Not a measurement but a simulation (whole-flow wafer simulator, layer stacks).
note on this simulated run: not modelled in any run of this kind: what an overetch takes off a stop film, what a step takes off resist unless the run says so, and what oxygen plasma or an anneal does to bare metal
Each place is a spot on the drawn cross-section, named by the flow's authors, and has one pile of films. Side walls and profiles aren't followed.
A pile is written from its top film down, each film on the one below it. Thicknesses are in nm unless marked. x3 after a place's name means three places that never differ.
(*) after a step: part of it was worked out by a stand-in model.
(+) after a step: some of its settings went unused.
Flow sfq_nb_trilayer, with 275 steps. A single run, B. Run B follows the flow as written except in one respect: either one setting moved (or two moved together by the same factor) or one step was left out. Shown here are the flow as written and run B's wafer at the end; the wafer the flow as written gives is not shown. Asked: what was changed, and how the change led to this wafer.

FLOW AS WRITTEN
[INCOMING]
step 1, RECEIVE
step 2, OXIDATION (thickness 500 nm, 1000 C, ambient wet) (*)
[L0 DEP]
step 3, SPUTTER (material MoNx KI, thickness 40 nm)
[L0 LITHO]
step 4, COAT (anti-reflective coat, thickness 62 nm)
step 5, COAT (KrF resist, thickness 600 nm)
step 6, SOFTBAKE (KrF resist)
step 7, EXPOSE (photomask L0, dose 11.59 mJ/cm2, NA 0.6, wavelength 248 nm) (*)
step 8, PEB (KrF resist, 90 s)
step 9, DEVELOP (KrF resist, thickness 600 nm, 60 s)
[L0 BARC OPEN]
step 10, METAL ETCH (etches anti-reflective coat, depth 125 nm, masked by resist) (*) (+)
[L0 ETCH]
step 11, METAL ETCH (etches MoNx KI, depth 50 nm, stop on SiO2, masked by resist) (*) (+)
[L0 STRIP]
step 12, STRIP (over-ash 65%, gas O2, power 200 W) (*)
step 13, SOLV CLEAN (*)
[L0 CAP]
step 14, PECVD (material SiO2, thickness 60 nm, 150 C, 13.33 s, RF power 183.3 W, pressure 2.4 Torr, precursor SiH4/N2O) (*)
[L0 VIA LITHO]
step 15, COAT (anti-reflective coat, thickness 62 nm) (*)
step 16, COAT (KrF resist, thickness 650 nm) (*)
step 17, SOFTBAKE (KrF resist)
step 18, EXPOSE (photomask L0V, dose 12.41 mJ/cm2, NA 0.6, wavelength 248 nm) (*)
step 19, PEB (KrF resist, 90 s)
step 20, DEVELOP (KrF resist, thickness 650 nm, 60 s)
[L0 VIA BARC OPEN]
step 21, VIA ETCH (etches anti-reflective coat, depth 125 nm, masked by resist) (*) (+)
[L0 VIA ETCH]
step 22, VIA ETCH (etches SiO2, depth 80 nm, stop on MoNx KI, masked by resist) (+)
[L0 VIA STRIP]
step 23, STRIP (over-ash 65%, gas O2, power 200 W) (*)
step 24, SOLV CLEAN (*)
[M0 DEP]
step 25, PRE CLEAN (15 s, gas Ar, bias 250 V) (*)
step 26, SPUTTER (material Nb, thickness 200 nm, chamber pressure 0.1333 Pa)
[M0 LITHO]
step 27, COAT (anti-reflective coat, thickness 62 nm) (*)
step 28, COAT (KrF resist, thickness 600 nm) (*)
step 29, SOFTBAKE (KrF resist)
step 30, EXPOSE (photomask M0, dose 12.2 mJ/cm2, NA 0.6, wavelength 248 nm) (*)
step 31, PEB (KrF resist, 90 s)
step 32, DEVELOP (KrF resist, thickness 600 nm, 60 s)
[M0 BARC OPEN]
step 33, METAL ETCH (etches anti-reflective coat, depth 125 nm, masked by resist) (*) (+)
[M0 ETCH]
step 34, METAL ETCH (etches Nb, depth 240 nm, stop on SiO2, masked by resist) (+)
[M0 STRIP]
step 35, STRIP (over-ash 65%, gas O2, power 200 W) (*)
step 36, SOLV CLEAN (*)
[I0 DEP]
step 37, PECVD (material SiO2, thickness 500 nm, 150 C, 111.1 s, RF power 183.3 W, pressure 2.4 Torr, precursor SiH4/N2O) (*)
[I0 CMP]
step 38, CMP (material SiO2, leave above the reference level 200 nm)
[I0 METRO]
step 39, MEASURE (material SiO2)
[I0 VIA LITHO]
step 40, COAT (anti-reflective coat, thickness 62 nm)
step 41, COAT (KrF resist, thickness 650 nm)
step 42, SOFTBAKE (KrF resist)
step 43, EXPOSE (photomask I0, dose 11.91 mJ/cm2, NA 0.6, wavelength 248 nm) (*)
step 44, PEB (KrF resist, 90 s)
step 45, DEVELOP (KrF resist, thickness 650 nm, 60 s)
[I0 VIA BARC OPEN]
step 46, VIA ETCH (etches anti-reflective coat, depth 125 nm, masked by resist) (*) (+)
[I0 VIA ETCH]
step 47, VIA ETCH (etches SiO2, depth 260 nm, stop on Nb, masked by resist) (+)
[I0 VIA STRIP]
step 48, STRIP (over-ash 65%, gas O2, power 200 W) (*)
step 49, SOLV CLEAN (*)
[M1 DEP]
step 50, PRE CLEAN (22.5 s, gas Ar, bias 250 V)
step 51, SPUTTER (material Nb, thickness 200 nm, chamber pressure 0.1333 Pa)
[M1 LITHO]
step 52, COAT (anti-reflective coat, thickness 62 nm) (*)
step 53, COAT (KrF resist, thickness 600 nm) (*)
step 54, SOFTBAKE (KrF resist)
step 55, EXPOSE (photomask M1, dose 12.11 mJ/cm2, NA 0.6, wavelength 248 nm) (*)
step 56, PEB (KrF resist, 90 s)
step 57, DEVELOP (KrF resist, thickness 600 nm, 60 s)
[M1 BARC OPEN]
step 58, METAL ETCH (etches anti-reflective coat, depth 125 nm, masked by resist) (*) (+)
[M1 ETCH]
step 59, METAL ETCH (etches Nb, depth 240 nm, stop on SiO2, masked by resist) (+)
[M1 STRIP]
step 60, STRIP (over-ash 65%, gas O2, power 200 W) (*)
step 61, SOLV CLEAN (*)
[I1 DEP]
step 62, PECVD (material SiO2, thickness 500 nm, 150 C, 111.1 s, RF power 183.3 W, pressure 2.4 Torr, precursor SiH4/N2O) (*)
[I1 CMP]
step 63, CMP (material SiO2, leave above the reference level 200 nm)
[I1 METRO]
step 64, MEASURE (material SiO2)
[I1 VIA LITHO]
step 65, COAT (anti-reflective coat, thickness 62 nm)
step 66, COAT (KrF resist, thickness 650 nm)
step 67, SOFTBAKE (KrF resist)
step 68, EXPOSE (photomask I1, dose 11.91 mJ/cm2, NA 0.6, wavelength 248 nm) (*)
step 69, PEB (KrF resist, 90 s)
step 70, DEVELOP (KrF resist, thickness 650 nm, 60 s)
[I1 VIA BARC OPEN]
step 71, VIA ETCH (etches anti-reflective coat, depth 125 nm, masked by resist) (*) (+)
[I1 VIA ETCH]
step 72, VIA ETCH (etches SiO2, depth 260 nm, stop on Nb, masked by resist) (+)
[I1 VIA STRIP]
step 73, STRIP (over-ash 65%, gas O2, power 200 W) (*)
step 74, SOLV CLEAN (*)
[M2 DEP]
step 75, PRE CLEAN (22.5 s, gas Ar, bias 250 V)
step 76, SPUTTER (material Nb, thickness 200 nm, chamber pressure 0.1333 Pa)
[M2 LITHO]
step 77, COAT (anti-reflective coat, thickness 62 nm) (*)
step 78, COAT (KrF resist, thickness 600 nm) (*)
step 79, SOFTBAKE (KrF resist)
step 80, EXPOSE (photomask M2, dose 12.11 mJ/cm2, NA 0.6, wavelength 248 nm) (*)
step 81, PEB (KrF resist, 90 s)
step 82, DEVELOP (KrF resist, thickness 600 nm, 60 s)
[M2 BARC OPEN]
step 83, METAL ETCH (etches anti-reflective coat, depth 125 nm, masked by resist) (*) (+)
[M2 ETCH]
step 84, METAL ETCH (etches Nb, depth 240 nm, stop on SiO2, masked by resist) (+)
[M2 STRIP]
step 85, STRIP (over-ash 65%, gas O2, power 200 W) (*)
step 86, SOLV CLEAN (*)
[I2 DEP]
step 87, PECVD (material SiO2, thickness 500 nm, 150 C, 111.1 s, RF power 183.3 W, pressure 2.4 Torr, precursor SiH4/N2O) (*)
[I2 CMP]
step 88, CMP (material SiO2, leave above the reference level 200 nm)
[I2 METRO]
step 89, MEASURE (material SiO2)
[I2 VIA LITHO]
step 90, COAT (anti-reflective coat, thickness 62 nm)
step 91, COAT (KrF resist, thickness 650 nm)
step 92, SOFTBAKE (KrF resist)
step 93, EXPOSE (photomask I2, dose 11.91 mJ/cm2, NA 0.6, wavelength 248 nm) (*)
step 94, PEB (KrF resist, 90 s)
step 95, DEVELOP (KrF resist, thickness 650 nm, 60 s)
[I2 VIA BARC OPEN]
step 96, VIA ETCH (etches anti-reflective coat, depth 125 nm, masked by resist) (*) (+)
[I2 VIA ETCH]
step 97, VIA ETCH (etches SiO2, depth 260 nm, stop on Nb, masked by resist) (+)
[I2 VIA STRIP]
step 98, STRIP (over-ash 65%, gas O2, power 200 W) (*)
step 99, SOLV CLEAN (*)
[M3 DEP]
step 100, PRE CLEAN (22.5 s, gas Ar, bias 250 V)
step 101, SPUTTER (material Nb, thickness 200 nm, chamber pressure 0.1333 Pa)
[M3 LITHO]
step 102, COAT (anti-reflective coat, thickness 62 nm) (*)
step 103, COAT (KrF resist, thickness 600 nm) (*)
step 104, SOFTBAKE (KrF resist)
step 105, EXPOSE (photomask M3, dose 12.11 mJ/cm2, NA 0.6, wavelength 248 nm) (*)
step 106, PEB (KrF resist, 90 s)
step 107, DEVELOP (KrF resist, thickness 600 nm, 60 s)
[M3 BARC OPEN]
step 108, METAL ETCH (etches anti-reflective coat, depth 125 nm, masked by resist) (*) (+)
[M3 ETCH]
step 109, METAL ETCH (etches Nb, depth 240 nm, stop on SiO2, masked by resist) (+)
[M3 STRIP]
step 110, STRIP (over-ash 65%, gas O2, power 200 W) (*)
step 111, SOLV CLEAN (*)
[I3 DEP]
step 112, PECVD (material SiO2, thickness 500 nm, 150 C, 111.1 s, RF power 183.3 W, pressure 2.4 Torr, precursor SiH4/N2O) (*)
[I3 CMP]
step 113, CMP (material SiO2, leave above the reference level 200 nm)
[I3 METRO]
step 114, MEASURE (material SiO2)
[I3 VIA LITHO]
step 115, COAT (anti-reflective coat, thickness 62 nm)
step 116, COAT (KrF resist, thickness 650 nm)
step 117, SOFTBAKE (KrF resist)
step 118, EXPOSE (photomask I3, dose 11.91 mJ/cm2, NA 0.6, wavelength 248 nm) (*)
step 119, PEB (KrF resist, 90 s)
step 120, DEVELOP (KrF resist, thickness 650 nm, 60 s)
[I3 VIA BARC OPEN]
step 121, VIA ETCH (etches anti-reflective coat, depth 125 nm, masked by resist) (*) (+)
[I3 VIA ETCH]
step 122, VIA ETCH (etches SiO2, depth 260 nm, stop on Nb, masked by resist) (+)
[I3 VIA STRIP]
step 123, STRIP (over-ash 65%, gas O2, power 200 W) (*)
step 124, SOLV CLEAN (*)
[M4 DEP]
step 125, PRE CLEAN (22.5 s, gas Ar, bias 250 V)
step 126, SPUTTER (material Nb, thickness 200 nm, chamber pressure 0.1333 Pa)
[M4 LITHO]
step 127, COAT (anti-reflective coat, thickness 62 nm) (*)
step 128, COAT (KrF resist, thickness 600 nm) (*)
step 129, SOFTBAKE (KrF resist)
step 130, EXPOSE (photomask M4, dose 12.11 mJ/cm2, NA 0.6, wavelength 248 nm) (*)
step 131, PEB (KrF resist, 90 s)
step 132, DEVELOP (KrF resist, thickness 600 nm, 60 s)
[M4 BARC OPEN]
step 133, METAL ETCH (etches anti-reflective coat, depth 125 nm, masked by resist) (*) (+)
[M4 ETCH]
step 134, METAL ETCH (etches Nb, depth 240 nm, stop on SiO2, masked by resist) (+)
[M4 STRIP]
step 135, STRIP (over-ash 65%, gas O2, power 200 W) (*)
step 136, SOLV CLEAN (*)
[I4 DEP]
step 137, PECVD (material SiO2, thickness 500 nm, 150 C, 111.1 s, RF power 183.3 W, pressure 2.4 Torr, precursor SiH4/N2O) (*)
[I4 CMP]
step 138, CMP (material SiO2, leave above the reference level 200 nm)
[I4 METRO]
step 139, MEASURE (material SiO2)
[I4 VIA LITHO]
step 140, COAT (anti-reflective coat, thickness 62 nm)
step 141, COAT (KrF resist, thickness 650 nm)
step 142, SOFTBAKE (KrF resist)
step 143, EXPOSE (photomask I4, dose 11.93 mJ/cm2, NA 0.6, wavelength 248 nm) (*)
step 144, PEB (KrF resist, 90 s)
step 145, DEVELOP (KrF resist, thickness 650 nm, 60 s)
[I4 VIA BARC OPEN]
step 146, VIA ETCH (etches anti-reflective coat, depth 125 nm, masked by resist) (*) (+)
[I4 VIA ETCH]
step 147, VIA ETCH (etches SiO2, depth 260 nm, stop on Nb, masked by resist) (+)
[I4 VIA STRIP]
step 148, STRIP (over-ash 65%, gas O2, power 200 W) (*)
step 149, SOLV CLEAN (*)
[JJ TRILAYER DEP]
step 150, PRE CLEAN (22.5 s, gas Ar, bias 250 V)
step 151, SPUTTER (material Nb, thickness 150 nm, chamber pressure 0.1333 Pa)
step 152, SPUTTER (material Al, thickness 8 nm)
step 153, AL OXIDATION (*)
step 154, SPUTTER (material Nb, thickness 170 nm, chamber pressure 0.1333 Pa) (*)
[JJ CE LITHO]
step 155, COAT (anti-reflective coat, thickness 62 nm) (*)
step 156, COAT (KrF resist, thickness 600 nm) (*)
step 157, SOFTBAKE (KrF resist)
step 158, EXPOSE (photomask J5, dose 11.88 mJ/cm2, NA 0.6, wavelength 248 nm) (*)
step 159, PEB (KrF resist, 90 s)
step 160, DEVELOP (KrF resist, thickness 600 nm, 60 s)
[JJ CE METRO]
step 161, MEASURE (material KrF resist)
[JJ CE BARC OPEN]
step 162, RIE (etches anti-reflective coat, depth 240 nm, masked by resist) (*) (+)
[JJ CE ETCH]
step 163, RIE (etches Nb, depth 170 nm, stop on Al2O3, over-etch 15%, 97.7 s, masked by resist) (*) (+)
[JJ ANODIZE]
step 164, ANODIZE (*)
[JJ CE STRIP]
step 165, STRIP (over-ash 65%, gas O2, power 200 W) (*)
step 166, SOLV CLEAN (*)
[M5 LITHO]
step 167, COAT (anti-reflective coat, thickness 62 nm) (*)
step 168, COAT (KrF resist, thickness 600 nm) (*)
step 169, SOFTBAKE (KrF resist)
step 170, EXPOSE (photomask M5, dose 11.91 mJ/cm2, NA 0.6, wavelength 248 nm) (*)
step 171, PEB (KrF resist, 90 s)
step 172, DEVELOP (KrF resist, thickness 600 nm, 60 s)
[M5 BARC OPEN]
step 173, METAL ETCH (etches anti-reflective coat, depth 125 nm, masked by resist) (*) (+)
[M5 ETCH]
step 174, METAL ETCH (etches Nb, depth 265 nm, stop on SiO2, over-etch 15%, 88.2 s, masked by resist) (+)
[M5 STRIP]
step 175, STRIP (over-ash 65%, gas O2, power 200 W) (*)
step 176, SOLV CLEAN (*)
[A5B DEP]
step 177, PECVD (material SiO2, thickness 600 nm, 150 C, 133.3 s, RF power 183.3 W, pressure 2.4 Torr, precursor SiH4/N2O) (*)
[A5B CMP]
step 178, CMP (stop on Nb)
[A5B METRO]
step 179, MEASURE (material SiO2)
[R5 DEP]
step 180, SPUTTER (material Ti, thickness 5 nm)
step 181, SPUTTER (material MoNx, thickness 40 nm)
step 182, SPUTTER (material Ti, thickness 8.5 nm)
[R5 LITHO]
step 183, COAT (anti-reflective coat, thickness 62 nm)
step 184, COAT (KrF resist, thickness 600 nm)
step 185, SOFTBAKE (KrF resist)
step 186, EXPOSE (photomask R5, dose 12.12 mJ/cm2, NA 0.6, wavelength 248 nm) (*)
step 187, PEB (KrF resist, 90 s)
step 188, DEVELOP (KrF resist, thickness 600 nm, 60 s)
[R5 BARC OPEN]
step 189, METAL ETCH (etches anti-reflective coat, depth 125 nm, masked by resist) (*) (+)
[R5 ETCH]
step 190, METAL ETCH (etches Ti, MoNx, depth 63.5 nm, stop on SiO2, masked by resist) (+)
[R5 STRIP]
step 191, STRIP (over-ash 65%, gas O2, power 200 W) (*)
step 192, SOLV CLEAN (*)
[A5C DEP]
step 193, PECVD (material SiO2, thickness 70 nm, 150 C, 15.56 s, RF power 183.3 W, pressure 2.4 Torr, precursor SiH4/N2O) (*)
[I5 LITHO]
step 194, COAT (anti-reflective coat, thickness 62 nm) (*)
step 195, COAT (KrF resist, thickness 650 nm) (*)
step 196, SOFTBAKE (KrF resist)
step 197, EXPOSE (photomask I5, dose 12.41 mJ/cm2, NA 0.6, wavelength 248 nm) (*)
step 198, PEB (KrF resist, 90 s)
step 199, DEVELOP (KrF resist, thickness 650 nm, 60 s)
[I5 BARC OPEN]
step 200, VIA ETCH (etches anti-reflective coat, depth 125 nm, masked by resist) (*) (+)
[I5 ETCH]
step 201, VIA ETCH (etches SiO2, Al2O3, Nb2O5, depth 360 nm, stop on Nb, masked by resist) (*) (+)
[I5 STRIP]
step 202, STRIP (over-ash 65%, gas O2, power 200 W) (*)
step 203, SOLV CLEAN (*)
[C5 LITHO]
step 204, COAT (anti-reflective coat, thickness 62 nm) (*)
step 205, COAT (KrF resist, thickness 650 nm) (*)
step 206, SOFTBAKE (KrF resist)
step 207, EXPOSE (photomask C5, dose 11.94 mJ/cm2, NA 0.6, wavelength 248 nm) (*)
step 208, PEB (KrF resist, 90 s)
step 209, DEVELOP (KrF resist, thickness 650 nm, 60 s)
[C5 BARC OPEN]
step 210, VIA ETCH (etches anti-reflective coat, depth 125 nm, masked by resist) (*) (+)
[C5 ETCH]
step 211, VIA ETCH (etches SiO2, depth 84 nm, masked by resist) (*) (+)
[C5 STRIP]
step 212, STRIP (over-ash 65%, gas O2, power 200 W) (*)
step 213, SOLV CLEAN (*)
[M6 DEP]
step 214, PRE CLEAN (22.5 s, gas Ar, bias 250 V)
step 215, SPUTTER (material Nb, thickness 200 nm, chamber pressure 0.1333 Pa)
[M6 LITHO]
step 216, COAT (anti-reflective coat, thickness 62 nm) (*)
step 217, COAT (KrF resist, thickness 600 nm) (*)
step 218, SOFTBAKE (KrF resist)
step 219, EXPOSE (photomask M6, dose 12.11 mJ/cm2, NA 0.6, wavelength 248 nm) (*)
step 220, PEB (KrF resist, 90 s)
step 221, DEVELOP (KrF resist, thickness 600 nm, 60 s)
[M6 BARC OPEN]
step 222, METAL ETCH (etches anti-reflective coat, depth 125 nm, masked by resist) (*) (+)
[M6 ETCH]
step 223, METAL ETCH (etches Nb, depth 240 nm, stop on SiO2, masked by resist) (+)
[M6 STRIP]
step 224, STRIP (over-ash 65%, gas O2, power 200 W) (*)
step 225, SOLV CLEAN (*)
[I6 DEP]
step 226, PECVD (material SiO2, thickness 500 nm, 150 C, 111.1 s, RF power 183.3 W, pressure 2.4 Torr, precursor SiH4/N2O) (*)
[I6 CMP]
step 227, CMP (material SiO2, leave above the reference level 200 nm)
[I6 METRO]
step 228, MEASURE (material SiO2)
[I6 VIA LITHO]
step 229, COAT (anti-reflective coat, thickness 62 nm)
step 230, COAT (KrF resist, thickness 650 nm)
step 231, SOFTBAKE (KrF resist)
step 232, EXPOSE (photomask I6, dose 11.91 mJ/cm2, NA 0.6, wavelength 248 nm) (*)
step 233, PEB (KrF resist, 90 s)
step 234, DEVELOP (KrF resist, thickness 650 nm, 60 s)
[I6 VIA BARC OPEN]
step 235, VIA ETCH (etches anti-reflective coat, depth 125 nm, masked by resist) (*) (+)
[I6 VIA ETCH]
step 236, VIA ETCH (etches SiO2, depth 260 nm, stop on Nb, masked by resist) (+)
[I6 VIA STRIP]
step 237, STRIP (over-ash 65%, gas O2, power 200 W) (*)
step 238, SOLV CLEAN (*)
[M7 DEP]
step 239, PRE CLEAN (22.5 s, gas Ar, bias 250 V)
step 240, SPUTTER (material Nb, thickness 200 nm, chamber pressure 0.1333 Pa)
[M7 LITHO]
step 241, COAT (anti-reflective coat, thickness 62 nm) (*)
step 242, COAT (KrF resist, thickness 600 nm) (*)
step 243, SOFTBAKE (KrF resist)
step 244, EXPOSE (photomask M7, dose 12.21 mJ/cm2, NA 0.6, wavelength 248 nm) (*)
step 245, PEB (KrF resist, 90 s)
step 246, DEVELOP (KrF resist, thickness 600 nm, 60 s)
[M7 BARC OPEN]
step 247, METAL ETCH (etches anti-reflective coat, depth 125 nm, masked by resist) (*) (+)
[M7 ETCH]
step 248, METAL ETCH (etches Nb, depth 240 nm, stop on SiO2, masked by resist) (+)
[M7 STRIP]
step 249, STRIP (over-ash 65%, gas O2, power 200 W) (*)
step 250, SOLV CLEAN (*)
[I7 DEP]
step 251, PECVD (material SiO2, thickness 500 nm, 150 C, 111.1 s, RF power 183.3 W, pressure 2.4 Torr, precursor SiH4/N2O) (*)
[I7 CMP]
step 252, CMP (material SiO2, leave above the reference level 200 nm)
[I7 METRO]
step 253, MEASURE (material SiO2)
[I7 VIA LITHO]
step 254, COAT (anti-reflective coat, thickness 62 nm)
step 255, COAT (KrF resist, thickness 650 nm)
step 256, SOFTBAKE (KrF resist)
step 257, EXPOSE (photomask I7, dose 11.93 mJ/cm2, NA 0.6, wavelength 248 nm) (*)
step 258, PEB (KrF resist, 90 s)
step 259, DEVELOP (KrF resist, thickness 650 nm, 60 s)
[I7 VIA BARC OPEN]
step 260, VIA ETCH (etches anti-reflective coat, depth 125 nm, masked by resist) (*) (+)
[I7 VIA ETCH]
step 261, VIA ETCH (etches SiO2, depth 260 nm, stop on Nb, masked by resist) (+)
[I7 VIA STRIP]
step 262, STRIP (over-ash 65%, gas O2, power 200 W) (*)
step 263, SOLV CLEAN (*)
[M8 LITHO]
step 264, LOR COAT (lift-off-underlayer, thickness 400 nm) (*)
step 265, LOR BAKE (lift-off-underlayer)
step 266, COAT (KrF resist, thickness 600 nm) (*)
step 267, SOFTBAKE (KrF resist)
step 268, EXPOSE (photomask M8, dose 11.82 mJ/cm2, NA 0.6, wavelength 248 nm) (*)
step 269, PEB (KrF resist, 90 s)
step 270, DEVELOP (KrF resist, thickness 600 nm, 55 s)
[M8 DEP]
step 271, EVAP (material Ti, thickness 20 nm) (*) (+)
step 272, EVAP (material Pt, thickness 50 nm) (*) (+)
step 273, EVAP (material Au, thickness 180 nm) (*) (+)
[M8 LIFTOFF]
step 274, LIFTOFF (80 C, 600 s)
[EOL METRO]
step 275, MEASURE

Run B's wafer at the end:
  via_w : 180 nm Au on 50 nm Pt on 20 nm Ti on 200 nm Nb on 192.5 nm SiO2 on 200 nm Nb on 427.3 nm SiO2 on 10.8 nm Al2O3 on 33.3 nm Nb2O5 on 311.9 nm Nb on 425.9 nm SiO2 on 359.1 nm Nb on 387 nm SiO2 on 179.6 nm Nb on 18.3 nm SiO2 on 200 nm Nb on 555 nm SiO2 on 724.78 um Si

What caused this: step 47, VIA ETCH: depth 174 nm was run, though the flow has depth 260 nm.

The path from the change to this, step by step:
  step 47, VIA ETCH (etches SiO2, depth 260 nm, stop on Nb, masked by resist) (+)
      via_w: -174 SiO2 (it would be, as written: -199.8 SiO2 (all of it))
      field_l, v_sur, via_wl and 102 more: -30 KrF resist (it would be, as written: -44.8 KrF resist)
  step 48, STRIP (over-ash 65%, gas O2, power 200 W) (*)
      field_l, v_sur, via_wl and 102 more: -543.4 KrF resist (all of it), -62 anti-reflective coat (all of it) (it would be, as written: -528.6 KrF resist (all of it), -62 anti-reflective coat (all of it))
  step 50, PRE CLEAN (22.5 s, gas Ar, bias 250 V)
      via_w: -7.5 SiO2 (it would be, as written: -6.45 Nb)
  step 51, SPUTTER (material Nb, thickness 200 nm, chamber pressure 0.1333 Pa)
      via_w: +179.6 Nb (new film) (it would be, as written: +174.5 Nb)
  step 52, COAT (anti-reflective coat, thickness 62 nm) (*)
      via_w: +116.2 anti-reflective coat (new film) (it would be, as written: +123.1 anti-reflective coat (new film))
      via_wr: +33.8 anti-reflective coat (new film) (it would be, as written: +34.9 anti-reflective coat (new film))
  step 53, COAT (KrF resist, thickness 600 nm) (*)
      via_w: +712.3 KrF resist (new film) (it would be, as written: +731.8 KrF resist (new film))
  step 60, STRIP (over-ash 65%, gas O2, power 200 W) (*)
      via_w: -494.4 KrF resist (all of it), -116.2 anti-reflective coat (all of it) (it would be, as written: -513.8 KrF resist (all of it), -123.1 anti-reflective coat (all of it))
      via_wr: -388.2 KrF resist (all of it), -33.8 anti-reflective coat (all of it) (it would be, as written: -384.4 KrF resist (all of it), -34.9 anti-reflective coat (all of it))
  step 62, PECVD (material SiO2, thickness 500 nm, 150 C, 111.1 s, RF power 183.3 W, pressure 2.4 Torr, precursor SiH4/N2O) (*)
      via_w: +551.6 SiO2 (new film) (it would be, as written: +606 SiO2 (new film))
  step 63, CMP (material SiO2, leave above the reference level 200 nm)
      via_w: -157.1 SiO2 (it would be, as written: -181.6 SiO2)
With metal films that touch counted as one body, via_w has 6 bodies (between them, from the top down: SiO2 192.5; SiO2 427.3 / Al2O3 10.8 / Nb2O5 33.3; SiO2 425.9; SiO2 387; SiO2 18.3); the flow as written gives 5 bodies (between them, from the top down: SiO2 192.5; SiO2 427.3 / Al2O3 10.8 / Nb2O5 33.3; SiO2 425.9; SiO2 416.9).
